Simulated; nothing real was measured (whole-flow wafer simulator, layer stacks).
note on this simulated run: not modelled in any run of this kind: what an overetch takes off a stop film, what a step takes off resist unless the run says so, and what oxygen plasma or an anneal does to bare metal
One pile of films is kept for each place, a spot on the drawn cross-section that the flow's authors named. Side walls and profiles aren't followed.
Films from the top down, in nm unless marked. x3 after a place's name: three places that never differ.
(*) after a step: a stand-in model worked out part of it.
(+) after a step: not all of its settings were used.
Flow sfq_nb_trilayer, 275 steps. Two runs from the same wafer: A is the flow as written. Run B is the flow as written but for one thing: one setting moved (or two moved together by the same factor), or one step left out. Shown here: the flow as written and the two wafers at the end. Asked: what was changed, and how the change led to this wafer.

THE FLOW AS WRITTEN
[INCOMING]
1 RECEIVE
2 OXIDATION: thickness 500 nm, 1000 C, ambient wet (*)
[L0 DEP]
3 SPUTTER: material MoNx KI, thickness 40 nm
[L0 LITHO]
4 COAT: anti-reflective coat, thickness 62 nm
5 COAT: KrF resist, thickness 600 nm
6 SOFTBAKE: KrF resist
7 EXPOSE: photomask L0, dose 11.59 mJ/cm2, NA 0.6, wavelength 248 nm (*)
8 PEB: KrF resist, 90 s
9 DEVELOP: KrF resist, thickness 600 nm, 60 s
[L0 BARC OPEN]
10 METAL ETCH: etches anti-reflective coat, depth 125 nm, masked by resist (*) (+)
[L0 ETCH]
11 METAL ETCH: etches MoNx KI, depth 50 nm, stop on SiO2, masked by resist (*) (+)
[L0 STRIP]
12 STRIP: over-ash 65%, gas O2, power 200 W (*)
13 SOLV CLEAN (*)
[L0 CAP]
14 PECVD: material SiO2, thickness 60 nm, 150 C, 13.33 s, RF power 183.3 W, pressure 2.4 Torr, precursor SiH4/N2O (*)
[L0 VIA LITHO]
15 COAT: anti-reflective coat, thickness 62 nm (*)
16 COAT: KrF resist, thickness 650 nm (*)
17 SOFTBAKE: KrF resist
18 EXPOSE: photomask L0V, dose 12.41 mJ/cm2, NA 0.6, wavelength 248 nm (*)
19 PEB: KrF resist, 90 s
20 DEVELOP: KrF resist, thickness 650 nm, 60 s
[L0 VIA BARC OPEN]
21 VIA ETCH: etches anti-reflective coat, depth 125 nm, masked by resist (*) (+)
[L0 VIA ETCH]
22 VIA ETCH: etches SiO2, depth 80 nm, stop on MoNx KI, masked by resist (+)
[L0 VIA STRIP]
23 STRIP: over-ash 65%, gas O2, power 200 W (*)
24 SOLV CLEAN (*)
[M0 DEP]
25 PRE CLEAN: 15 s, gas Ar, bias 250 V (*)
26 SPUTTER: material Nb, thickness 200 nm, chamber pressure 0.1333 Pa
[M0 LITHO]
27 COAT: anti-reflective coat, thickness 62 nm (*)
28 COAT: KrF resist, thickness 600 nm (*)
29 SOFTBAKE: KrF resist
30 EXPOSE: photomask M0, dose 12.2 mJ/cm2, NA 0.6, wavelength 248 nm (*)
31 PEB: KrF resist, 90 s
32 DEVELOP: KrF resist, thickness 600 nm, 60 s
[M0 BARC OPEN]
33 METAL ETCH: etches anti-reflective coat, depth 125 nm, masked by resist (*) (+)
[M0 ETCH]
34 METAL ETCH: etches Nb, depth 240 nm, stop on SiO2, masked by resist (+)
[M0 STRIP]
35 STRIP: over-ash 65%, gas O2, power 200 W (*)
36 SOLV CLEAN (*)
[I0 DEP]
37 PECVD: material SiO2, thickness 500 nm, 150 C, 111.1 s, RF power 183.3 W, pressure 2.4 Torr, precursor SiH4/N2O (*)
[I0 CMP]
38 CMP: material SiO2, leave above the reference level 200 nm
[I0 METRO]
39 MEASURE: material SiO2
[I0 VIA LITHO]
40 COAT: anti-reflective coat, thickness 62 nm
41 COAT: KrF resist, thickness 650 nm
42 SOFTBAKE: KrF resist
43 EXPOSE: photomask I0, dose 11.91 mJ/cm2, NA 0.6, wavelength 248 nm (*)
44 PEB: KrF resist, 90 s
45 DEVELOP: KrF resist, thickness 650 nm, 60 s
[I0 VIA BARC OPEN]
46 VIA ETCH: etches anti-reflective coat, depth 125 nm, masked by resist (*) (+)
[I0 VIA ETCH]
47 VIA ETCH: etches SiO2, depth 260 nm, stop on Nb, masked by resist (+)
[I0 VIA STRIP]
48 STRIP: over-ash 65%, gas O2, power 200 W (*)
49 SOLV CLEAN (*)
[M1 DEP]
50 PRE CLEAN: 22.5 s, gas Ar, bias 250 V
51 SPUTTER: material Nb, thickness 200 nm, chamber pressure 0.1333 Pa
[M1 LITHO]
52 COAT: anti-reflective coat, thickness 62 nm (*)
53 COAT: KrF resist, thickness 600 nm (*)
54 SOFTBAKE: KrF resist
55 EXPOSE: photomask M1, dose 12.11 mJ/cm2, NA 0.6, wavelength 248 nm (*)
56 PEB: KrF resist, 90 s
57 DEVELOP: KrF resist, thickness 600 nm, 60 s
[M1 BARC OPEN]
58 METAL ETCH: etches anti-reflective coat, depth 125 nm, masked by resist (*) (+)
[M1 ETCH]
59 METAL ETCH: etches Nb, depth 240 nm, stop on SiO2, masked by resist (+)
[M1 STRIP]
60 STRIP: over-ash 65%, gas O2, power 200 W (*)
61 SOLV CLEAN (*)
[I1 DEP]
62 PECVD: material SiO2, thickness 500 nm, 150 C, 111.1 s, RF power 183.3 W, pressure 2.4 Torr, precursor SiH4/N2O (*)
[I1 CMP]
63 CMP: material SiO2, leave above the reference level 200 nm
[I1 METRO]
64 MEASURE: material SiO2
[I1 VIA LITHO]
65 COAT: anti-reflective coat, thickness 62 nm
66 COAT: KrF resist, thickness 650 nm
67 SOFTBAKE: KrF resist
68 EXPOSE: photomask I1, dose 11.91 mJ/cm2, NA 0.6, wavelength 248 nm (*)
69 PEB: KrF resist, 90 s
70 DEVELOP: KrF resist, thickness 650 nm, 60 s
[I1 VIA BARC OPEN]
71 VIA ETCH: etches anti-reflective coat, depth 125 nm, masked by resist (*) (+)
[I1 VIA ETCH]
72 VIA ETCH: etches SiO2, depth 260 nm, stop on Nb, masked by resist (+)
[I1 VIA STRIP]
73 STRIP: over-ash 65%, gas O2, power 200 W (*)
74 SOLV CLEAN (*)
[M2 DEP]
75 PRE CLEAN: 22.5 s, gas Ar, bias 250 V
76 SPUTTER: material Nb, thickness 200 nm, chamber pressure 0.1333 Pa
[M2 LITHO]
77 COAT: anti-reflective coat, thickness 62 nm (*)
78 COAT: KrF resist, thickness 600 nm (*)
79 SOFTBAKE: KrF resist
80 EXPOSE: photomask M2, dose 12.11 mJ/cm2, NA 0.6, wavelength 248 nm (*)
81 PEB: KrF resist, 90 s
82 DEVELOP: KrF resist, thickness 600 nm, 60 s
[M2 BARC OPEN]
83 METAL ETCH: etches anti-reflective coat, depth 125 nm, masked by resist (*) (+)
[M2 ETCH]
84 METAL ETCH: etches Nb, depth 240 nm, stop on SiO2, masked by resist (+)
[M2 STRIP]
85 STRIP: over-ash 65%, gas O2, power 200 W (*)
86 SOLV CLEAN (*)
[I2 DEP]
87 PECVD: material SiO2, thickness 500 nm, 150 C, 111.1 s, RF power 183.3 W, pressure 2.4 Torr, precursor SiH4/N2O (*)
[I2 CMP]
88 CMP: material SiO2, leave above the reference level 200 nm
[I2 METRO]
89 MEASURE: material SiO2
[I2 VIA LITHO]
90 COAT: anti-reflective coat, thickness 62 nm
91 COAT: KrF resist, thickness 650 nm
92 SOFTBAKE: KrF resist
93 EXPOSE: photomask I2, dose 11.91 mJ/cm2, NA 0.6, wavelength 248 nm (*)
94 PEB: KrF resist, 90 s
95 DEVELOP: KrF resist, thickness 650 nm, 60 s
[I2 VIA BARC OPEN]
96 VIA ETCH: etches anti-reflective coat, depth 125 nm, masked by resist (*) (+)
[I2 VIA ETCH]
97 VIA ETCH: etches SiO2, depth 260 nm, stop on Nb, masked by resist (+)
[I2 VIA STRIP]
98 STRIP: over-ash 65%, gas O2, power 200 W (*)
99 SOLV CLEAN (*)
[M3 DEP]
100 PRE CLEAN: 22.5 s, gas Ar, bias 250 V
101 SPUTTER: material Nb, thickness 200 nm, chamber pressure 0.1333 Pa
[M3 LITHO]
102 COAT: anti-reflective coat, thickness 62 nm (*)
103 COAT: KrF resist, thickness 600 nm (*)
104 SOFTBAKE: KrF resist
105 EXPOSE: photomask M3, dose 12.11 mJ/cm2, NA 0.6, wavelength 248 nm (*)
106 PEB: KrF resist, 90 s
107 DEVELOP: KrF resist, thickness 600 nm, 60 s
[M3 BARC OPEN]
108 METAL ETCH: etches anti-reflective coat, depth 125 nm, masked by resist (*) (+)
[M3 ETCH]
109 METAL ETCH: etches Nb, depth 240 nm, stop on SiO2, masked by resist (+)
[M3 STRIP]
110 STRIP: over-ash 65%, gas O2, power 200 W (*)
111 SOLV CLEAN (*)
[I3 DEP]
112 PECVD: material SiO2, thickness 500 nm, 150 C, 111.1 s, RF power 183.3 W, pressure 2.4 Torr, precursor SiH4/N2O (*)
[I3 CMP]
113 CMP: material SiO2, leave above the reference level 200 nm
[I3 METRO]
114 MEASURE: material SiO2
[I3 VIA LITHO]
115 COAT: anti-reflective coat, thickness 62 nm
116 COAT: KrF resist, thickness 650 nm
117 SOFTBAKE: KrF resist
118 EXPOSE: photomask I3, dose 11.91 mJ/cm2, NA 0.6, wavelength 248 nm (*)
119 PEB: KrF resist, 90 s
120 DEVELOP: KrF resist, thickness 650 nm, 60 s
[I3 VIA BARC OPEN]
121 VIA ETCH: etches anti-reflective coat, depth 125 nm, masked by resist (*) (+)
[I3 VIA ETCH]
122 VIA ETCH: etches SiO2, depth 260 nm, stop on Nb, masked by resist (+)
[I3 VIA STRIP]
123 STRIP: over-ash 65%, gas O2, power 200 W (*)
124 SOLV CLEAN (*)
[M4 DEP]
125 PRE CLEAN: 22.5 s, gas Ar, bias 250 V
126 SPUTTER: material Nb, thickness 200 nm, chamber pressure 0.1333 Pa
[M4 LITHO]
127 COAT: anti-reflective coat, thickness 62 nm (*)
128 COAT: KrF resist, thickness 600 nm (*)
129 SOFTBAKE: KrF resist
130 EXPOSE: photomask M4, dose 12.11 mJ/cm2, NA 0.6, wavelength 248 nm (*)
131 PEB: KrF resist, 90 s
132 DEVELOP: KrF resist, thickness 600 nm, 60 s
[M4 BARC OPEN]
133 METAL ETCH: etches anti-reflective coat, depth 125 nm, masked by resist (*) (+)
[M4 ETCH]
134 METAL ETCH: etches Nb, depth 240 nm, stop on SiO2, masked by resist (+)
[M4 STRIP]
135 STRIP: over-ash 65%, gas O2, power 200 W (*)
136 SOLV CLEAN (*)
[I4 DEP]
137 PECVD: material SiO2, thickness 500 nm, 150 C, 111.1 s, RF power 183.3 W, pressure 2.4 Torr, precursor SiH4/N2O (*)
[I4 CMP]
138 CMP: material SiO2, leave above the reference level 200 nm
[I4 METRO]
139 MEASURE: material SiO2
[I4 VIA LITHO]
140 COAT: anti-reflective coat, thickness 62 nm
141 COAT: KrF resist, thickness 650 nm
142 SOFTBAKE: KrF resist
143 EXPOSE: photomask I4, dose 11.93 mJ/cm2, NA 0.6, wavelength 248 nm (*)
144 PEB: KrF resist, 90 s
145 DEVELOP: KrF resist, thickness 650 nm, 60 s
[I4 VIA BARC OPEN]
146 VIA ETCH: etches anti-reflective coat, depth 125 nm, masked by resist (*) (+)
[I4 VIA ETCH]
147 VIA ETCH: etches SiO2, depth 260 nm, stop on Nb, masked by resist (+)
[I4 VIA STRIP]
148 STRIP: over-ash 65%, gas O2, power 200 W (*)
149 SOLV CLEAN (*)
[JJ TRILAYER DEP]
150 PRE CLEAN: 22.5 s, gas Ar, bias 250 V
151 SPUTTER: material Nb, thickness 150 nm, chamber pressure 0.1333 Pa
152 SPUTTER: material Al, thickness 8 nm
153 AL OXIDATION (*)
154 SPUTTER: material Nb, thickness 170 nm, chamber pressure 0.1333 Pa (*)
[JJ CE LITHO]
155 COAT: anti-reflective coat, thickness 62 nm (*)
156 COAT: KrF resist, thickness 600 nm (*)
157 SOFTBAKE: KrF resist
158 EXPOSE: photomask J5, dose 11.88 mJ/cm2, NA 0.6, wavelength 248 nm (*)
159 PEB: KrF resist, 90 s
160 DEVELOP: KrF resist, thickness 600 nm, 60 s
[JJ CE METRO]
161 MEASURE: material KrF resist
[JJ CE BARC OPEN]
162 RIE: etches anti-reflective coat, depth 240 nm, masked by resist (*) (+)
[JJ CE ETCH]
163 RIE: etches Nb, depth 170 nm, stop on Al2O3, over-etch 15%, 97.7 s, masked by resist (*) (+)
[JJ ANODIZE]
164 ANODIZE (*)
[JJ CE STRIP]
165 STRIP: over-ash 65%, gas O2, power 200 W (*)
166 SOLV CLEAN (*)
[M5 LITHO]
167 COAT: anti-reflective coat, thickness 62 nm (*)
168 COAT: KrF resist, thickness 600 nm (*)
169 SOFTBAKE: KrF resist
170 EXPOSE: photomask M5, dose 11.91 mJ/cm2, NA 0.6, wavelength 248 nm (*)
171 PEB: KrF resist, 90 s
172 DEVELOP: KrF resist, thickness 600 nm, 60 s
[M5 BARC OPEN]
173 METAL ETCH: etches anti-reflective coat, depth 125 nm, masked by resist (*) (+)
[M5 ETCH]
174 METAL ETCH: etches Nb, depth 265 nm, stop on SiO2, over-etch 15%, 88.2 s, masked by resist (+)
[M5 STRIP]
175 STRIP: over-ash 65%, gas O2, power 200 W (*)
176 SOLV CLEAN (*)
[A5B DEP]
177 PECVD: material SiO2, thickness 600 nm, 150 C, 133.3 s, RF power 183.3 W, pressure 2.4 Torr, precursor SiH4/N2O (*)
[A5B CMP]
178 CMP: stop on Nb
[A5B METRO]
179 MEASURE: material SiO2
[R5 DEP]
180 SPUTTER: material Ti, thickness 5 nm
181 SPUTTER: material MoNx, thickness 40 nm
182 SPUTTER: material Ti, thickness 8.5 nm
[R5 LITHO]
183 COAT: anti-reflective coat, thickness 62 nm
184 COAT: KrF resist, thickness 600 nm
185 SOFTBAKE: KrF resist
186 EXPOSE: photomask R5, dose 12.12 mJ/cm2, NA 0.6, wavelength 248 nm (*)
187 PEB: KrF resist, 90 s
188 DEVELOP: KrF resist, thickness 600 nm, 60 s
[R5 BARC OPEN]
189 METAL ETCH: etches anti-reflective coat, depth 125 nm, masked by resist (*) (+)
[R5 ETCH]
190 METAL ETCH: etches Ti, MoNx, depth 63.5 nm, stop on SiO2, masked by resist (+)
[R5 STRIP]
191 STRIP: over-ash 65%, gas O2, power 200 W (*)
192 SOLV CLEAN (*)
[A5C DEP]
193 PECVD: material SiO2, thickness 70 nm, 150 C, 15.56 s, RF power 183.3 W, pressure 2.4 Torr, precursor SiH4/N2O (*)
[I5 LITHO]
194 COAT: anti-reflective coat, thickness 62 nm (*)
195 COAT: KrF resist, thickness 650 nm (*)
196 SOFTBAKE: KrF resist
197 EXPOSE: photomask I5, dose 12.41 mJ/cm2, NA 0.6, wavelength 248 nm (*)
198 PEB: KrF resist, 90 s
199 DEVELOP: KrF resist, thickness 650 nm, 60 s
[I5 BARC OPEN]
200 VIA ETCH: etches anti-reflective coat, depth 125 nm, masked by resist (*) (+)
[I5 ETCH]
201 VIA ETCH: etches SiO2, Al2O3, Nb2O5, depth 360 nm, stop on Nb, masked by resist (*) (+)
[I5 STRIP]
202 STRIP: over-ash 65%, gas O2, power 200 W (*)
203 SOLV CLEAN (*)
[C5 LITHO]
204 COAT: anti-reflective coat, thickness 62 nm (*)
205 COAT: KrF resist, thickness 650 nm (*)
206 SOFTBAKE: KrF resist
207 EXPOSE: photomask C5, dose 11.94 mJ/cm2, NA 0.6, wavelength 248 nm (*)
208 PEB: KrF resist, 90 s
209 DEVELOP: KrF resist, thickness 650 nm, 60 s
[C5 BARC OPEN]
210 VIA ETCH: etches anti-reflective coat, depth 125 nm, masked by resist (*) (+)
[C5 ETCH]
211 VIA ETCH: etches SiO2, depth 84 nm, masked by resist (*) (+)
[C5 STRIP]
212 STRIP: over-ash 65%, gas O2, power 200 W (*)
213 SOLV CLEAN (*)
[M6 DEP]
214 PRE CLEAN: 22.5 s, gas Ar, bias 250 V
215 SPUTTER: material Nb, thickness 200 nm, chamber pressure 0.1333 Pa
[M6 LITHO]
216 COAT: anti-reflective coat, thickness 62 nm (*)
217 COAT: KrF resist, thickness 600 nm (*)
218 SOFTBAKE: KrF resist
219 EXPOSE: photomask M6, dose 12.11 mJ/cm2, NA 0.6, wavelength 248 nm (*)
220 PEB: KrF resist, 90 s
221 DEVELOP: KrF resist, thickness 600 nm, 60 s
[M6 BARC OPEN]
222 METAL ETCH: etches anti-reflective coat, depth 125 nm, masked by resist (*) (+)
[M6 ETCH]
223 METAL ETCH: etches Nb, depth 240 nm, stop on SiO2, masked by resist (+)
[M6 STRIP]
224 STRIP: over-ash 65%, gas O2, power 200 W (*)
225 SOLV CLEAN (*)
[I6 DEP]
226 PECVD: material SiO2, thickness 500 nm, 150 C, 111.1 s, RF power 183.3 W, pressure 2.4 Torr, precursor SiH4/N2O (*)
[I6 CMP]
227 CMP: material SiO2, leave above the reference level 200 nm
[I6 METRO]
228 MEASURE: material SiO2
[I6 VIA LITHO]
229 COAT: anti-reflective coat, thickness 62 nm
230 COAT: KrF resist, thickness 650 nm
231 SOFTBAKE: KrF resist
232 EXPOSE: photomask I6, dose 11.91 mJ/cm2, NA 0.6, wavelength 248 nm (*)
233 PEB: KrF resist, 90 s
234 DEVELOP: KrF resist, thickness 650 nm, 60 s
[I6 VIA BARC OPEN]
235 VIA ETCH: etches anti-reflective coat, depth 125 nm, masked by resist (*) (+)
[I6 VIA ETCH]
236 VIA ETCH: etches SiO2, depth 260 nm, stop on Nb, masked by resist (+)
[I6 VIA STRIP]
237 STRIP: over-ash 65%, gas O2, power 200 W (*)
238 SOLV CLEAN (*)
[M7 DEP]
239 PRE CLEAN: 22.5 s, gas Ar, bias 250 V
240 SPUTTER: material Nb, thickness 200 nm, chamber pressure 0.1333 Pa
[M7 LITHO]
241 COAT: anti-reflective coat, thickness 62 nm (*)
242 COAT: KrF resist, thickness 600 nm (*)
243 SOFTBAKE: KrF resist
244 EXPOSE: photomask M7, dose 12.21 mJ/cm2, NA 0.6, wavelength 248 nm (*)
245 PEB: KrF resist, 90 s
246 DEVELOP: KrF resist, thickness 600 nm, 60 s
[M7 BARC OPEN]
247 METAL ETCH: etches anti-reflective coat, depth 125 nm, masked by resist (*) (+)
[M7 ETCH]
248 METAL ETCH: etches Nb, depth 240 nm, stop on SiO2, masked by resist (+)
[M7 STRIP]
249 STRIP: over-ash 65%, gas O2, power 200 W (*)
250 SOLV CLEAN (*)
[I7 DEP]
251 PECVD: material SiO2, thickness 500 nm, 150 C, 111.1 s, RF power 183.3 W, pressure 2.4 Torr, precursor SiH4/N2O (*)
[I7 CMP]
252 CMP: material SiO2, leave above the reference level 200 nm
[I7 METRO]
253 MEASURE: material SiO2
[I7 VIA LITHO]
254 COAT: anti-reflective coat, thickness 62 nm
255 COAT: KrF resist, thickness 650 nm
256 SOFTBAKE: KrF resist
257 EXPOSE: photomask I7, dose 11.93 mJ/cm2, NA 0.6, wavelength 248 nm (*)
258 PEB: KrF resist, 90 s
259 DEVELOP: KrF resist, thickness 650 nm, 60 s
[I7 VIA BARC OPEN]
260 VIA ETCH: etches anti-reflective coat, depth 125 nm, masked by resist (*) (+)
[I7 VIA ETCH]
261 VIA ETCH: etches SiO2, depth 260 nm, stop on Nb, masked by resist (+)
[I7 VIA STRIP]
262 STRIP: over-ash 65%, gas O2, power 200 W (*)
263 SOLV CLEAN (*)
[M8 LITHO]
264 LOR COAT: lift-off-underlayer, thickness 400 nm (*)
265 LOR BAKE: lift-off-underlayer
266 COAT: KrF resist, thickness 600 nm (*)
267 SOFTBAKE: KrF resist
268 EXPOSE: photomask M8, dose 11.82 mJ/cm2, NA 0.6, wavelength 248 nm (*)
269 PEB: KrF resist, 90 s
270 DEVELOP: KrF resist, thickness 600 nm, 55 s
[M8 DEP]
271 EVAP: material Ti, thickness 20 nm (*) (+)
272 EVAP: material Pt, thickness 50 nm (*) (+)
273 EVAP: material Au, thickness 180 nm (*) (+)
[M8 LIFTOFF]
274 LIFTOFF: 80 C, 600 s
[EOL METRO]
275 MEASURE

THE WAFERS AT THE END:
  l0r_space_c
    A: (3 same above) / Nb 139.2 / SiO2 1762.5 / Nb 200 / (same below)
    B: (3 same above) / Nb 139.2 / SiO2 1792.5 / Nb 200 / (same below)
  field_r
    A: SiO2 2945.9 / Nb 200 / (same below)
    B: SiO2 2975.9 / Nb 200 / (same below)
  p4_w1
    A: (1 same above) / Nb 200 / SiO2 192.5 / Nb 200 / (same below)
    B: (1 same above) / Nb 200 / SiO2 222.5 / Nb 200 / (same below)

The cause: step 113, CMP: leave above the reference level 230 nm was run, where the flow has leave above the reference level 200 nm.

How the change led to this, step by step:
  113 CMP: material SiO2, leave above the reference level 200 nm
      field_l, be, be_sur and 64 more: A SiO2 -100 | B SiO2 -70
      v_sur, via_wl, via_wr and 27 more: A SiO2 -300 | B SiO2 -270
      (and at 9 more places)
  122 VIA ETCH: etches SiO2, depth 260 nm, stop on Nb, masked by resist (+)
      via_v: A SiO2 -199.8 (all of it) | B SiO2 -229.8 (all of it)
  126 SPUTTER: material Nb, thickness 200 nm, chamber pressure 0.1333 Pa
      via_v: A Nb +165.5 | B Nb +159.1
  127 COAT: anti-reflective coat, thickness 62 nm (*)
      via_v: A anti-reflective coat +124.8 (new film) | B anti-reflective coat +131.2 (new film)
  128 COAT: KrF resist, thickness 600 nm (*)
      via_v: A KrF resist +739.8 (new film) | B KrF resist +764.7 (new film)
  135 STRIP: over-ash 65%, gas O2, power 200 W (*)
      via_v: A KrF resist -521.8 (all of it), anti-reflective coat -124.8 (all of it) | B KrF resist -546.7 (all of it), anti-reflective coat -131.2 (all of it)
  137 PECVD: material SiO2, thickness 500 nm, 150 C, 111.1 s, RF power 183.3 W, pressure 2.4 Torr, precursor SiH4/N2O (*)
      via_v: A SiO2 +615 (new film) | B SiO2 +651.5 (new film)
